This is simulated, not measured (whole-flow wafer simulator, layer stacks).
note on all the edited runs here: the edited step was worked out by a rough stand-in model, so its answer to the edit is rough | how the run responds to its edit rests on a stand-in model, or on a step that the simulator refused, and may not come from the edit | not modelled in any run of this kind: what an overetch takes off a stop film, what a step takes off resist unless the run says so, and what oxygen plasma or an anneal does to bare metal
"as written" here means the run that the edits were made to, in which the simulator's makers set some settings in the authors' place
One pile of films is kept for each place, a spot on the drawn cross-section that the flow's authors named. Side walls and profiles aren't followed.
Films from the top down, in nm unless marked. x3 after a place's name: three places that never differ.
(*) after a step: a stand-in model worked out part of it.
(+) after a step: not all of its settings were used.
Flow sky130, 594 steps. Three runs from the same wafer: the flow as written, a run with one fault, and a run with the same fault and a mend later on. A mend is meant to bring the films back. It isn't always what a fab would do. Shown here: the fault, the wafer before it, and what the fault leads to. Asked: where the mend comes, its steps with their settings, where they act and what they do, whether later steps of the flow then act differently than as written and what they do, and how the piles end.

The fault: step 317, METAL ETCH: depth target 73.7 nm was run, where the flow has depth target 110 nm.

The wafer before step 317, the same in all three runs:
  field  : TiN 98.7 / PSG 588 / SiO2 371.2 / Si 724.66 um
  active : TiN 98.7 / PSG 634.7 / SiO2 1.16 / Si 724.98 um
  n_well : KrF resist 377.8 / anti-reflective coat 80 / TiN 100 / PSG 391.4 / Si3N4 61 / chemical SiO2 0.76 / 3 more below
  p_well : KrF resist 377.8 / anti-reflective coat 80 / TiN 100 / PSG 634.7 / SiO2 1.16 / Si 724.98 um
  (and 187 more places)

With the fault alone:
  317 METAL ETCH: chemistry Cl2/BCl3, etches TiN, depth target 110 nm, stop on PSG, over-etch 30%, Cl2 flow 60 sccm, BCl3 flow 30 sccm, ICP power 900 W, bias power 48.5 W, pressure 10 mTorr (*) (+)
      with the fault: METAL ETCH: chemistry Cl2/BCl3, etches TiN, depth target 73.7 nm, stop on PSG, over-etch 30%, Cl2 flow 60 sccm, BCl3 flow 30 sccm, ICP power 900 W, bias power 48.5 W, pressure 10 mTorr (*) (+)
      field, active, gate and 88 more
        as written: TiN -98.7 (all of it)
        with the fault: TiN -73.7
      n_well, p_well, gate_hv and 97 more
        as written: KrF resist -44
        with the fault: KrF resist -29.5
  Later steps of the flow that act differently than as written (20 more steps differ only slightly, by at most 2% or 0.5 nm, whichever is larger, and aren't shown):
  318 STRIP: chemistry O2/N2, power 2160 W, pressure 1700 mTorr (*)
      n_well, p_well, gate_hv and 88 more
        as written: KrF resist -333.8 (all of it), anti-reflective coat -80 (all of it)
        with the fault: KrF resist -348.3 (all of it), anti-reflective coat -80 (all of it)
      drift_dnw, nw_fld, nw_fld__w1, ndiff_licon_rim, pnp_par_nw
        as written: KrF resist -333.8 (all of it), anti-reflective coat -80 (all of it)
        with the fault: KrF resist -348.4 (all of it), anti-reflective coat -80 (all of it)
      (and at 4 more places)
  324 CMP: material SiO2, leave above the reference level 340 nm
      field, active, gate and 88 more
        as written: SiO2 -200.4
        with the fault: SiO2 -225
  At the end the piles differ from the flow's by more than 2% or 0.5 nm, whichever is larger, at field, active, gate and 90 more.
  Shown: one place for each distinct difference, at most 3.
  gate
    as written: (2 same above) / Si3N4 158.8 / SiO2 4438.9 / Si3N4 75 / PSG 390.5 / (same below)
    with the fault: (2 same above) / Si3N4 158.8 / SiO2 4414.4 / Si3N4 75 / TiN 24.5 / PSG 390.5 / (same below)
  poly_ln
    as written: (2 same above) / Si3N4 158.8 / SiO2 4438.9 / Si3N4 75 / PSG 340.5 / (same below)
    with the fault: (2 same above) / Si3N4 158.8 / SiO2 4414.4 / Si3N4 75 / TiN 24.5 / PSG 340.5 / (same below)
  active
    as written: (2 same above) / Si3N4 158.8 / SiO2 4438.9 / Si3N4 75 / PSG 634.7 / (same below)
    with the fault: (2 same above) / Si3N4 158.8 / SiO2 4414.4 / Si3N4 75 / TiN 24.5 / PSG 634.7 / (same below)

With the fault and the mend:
  The mend comes after step 317.
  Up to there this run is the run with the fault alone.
  317a METAL ETCH: chemistry Cl2/BCl3, etches TiN, depth target 36.3 nm, stop on PSG, over-etch 30%, Cl2 flow 60 sccm, BCl3 flow 30 sccm, ICP power 900 W, bias power 48.5 W, pressure 10 mTorr (*) (+) (the flow's step 317 once more, with other settings)
      n_well, p_well, gate_hv and 97 more
        KrF resist -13
      field, active, gate and 88 more
        TiN -25 (all of it)
  No later step of the flow acts differently than as written, at any place that is followed, by more than 2% or 0.5 nm, whichever is larger.
  At the end the piles are the same as the flow's at every place that both follow.
